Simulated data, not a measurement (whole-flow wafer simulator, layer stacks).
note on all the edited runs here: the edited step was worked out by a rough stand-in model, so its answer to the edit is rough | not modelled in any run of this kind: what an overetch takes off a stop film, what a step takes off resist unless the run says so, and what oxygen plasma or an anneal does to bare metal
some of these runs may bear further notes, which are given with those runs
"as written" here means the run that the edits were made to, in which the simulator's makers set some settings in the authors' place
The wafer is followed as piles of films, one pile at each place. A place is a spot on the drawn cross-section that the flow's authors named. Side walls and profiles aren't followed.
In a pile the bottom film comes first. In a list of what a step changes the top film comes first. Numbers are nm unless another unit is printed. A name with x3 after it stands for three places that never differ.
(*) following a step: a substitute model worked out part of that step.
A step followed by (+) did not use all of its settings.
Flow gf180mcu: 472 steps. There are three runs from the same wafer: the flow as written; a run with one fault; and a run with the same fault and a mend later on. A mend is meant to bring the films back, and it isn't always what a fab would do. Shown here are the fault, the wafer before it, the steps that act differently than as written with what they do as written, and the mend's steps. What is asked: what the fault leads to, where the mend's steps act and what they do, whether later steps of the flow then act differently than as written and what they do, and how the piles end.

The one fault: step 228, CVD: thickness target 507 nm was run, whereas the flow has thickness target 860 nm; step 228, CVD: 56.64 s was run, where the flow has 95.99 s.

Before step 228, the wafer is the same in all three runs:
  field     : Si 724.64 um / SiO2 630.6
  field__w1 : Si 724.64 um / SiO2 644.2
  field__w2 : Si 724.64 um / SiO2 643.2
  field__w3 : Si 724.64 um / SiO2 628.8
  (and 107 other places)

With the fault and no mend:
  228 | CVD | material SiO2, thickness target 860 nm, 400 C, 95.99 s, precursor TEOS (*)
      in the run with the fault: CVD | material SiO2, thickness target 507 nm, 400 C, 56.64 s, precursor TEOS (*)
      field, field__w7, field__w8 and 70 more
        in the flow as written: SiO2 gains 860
        in the run with the fault: SiO2 gains 514.9
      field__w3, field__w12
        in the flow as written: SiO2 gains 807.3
        in the run with the fault: SiO2 gains 487
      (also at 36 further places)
  Steps later in the flow that act otherwise than as written (3 more steps, not shown, differ only slightly: by at most 2% or 0.5 nm, whichever is larger):
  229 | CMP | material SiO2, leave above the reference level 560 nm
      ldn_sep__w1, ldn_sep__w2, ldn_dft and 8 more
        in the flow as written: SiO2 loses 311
        in the run with the fault: nothing
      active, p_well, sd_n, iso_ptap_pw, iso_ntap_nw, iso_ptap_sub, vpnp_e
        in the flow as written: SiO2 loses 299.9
        in the run with the fault: nothing
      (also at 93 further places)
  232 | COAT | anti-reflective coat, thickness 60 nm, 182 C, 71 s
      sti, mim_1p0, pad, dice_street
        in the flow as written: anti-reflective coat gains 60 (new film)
        in the run with the fault: anti-reflective coat gains 55.5 (new film)
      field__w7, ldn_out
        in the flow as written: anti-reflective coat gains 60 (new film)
        in the run with the fault: anti-reflective coat gains 67.5 (new film)
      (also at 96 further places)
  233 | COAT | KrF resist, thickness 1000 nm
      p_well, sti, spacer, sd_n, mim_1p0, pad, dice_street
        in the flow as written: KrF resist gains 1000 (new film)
        in the run with the fault: KrF resist gains 1021.1 (new film)
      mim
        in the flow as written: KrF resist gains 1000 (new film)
        in the run with the fault: KrF resist gains 1022.4 (new film)
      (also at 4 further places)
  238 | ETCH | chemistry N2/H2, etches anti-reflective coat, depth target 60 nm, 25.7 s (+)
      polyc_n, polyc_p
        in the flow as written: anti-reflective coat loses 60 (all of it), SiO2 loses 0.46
        in the run with the fault: anti-reflective coat loses 26.8 (all of it), SiO2 loses 1.31
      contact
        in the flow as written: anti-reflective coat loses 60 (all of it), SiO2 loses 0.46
        in the run with the fault: anti-reflective coat loses 74.2 (all of it), SiO2 loses 0.1
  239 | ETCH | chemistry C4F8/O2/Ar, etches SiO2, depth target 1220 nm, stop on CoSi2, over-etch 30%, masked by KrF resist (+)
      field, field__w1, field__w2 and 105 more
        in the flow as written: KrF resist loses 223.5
        in the run with the fault: KrF resist loses 209.4
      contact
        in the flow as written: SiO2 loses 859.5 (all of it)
        in the run with the fault: SiO2 loses 805.3 (all of it)
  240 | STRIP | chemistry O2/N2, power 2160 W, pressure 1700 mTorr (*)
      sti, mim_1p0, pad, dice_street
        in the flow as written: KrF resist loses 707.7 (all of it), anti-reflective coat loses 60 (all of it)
        in the run with the fault: KrF resist loses 742.7 (all of it), anti-reflective coat loses 55.5 (all of it)
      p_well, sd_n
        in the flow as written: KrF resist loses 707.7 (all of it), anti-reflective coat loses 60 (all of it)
        in the run with the fault: KrF resist loses 742.7 (all of it), anti-reflective coat loses 52.4 (all of it)
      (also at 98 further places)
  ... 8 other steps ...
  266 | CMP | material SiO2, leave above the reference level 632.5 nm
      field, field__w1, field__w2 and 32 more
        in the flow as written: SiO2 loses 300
        in the run with the fault: SiO2 loses 287.7
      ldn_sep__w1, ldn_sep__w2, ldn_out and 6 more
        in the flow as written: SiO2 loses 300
        in the run with the fault: SiO2 loses 275.8
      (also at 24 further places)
  The piles end different from the flow's at field, field__w1, field__w2 and 54 more by more than 2% or 0.5 nm, whichever is larger.
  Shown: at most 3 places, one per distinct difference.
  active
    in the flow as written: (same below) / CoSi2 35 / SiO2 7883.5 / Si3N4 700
    in the run with the fault: (same below) / CoSi2 35 / SiO2 811.4 / Ti 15 / TiN 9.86 / SiO2 7040.7 / Si3N4 700
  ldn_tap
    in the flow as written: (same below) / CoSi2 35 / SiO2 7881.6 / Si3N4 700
    in the run with the fault: (same below) / CoSi2 35 / SiO2 811.4 / Ti 15 / TiN 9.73 / SiO2 7038.9 / Si3N4 700
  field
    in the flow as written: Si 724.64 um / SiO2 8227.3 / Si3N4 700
    in the run with the fault: Si 724.64 um / SiO2 1142 / Ti 15 / TiN 10 / W 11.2 / SiO2 7042.5 / Si3N4 700

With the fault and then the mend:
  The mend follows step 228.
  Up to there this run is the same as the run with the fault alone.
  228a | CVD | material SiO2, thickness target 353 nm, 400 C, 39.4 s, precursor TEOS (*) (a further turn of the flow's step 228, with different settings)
      field, field__w7, field__w8 and 72 more
        SiO2 gains 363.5
      field__w1, contact, active_hv
        SiO2 gains 356.7
      field_sub__w1, field_sub__w4, field_sub__w5
        SiO2 gains 354
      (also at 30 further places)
  Steps later in the flow that act otherwise than as written (2 more steps, not shown, differ only slightly: by at most 2% or 0.5 nm, whichever is larger):
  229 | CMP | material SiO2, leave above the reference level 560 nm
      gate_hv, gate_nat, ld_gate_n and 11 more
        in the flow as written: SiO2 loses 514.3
        in the run with the mend: SiO2 loses 532.7
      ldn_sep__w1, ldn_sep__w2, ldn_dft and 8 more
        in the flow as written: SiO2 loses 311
        in the run with the mend: SiO2 loses 329.4
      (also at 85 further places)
  The piles end only slightly different from the flow's at the places that both follow, by no more than 2% or 0.5 nm, whichever is larger.
